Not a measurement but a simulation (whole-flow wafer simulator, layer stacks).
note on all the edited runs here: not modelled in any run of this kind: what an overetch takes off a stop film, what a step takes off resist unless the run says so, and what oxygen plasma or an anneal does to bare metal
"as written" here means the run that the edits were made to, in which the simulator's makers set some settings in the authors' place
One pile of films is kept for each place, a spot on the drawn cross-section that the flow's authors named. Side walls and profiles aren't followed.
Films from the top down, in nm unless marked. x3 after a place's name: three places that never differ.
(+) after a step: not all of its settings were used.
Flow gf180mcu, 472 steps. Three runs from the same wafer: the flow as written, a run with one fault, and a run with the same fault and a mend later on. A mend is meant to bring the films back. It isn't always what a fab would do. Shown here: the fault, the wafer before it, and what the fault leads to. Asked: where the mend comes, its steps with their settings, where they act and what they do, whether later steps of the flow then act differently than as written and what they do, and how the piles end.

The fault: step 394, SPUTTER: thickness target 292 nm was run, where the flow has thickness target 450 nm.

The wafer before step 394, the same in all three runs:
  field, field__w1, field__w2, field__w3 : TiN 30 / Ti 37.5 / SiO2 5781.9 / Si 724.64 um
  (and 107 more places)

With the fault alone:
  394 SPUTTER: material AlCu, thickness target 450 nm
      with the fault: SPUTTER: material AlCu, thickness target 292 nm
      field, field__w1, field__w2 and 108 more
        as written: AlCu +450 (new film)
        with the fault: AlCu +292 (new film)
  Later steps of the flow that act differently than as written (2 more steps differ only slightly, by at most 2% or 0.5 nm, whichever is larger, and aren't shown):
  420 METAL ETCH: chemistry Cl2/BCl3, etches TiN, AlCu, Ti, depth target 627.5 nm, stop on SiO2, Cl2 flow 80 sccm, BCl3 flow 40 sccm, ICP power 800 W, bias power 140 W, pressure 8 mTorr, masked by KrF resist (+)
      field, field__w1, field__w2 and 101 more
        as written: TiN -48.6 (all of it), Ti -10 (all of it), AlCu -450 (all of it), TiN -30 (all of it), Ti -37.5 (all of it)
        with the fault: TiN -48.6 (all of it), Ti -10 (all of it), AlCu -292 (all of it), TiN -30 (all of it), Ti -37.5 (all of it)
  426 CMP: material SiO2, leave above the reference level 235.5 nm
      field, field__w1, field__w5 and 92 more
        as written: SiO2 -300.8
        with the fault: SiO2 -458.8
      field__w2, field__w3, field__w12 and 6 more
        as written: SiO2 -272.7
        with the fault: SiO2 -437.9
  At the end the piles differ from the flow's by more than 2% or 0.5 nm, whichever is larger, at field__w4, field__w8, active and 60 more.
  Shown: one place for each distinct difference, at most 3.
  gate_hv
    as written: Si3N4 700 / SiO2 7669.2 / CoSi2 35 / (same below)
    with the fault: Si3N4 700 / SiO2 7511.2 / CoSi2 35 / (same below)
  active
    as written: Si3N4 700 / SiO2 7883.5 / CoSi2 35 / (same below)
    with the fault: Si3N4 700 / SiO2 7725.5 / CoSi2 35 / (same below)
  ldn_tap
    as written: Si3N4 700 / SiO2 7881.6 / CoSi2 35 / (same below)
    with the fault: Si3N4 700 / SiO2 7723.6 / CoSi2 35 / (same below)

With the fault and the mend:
  The mend comes after step 394.
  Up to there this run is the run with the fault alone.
  394a SPUTTER: material AlCu, thickness target 158 nm (the flow's step 394 once more, with other settings)
      field, field__w1, field__w2 and 108 more
        AlCu +158
  No later step of the flow acts differently than as written at any place that is followed.
  At the end the piles are the same as the flow's at every place that both follow.
